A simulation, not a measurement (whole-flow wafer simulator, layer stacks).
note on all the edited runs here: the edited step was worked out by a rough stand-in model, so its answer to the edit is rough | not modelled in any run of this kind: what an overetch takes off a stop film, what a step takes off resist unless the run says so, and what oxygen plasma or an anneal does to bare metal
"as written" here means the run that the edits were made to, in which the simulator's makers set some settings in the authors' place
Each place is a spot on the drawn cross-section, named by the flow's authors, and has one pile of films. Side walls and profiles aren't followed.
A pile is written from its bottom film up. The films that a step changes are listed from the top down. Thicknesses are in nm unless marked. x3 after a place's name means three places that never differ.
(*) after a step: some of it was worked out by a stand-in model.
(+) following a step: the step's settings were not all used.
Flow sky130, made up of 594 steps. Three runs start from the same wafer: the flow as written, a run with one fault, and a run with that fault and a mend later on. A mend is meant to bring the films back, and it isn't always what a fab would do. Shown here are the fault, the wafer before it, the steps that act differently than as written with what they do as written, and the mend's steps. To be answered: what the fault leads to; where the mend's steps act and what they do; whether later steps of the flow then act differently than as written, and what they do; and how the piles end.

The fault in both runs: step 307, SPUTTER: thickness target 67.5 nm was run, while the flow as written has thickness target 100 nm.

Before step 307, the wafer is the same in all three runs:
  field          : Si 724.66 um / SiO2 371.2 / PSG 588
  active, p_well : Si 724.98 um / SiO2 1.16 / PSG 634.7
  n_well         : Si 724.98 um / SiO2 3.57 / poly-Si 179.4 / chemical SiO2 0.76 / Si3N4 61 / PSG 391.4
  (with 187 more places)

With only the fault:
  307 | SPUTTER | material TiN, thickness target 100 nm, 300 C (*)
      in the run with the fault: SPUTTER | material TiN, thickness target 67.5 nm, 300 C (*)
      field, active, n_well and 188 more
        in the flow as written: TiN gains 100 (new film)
        in the run with the fault: TiN gains 67.5 (new film)
  Later steps of the flow acting differently than as written:
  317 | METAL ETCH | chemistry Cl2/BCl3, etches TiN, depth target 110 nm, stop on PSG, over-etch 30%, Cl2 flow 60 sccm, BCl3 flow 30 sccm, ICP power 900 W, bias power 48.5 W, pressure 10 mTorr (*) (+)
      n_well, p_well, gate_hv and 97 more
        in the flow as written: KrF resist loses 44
        in the run with the fault: KrF resist loses 34.4
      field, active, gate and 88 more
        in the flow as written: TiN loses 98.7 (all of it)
        in the run with the fault: TiN loses 66.2 (all of it)
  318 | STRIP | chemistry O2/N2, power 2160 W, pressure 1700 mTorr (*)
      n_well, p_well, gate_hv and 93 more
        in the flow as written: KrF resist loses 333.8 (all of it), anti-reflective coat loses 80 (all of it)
        in the run with the fault: KrF resist loses 343.4 (all of it), anti-reflective coat loses 80 (all of it)
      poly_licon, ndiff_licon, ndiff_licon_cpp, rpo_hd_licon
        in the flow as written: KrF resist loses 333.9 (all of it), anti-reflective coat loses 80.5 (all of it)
        in the run with the fault: KrF resist loses 343.5 (all of it), anti-reflective coat loses 80.5 (all of it)
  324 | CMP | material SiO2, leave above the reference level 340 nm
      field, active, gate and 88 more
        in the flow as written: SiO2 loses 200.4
        in the run with the fault: SiO2 loses 232.9
  At n_well, p_well, gate_hv and 110 more, the piles at the end differ from the flow's by more than 2% or 0.5 nm, whichever is larger.
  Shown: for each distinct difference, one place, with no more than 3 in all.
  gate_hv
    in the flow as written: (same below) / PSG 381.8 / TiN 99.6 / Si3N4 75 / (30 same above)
    in the run with the fault: (same below) / PSG 381.8 / TiN 67.1 / Si3N4 75 / (30 same above)
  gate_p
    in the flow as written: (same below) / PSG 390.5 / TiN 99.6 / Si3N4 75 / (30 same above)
    in the run with the fault: (same below) / PSG 390.5 / TiN 67.1 / Si3N4 75 / (30 same above)
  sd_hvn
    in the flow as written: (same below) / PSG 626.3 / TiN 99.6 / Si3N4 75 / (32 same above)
    in the run with the fault: (same below) / PSG 626.3 / TiN 67.1 / Si3N4 75 / (32 same above)

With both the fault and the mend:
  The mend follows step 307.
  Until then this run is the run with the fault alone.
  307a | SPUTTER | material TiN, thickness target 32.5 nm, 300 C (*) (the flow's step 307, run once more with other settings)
      field, active, n_well and 188 more
        TiN gains 32.5
  Every later step of the flow that is run acts as written, at every place that is followed, to within 2% or 0.5 nm, whichever is larger.
  By the end, the piles equal the flow's at every place that both follow.
